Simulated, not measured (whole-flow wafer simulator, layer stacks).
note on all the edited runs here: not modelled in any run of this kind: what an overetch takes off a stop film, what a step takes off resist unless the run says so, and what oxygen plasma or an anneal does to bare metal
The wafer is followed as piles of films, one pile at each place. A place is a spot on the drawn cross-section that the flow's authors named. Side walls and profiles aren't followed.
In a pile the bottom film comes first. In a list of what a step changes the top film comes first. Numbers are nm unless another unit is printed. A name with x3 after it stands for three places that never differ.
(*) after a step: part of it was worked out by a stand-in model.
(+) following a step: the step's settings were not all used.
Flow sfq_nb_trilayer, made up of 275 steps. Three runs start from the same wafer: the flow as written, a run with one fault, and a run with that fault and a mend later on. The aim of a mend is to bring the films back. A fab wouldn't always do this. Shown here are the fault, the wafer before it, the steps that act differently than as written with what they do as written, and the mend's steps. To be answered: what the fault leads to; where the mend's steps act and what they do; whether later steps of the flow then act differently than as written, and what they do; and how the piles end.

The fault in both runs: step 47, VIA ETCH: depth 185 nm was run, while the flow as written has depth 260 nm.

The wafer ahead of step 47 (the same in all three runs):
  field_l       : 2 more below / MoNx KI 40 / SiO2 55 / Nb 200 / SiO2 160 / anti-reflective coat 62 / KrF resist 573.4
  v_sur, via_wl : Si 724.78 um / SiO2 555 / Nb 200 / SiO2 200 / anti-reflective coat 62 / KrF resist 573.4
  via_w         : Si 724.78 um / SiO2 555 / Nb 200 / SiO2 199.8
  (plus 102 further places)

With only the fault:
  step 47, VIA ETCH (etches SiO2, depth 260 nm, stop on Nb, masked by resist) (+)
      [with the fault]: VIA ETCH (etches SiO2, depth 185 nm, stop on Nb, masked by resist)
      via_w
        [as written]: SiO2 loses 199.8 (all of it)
        [with the fault]: SiO2 loses 185
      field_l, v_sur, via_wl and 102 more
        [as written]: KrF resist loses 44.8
        [with the fault]: KrF resist loses 31.9
  Steps later in the flow that act otherwise than as written (4 more steps, not shown, differ only slightly: by at most 2% or 0.5 nm, whichever is larger):
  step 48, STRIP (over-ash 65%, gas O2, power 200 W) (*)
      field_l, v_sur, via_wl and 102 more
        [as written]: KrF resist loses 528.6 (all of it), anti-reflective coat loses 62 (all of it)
        [with the fault]: KrF resist loses 541.5 (all of it), anti-reflective coat loses 62 (all of it)
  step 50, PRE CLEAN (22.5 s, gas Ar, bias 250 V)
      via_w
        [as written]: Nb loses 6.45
        [with the fault]: SiO2 loses 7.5
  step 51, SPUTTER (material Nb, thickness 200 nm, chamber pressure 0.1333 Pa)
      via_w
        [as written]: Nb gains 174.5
        [with the fault]: Nb gains 177.4 (new film)
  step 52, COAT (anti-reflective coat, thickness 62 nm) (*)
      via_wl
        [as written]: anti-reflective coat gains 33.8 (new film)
        [with the fault]: anti-reflective coat gains 35.3 (new film)
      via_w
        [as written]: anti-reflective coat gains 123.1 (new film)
        [with the fault]: anti-reflective coat gains 120 (new film)
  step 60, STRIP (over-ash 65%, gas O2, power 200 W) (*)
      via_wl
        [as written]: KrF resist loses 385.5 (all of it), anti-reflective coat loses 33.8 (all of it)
        [with the fault]: KrF resist loses 385.9 (all of it), anti-reflective coat loses 35.3 (all of it)
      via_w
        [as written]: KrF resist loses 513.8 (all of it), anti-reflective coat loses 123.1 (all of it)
        [with the fault]: KrF resist loses 502.7 (all of it), anti-reflective coat loses 120 (all of it)
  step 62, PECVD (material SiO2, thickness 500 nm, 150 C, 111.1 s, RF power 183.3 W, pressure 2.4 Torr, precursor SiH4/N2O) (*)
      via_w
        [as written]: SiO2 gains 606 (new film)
        [with the fault]: SiO2 gains 589.4 (new film)
  The piles end different from the flow's at via_w by more than 2% or 0.5 nm, whichever is larger.
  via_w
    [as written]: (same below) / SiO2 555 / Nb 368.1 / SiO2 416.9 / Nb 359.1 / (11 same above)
    [with the fault]: (same below) / SiO2 555 / Nb 200 / SiO2 7.34 / Nb 177.4 / SiO2 400.3 / Nb 359.1 / (11 same above)

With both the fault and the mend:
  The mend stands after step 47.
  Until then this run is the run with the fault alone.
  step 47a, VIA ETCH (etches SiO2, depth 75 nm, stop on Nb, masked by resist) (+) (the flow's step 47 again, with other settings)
      field_l, v_sur, via_wl and 102 more
        KrF resist loses 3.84
      via_w
        SiO2 loses 14.8 (all of it)
  Every later step of the flow that is run acts as written, at every place that is followed, to within 2% or 0.5 nm, whichever is larger.
  By the end, the piles equal the flow's at every place that both follow.
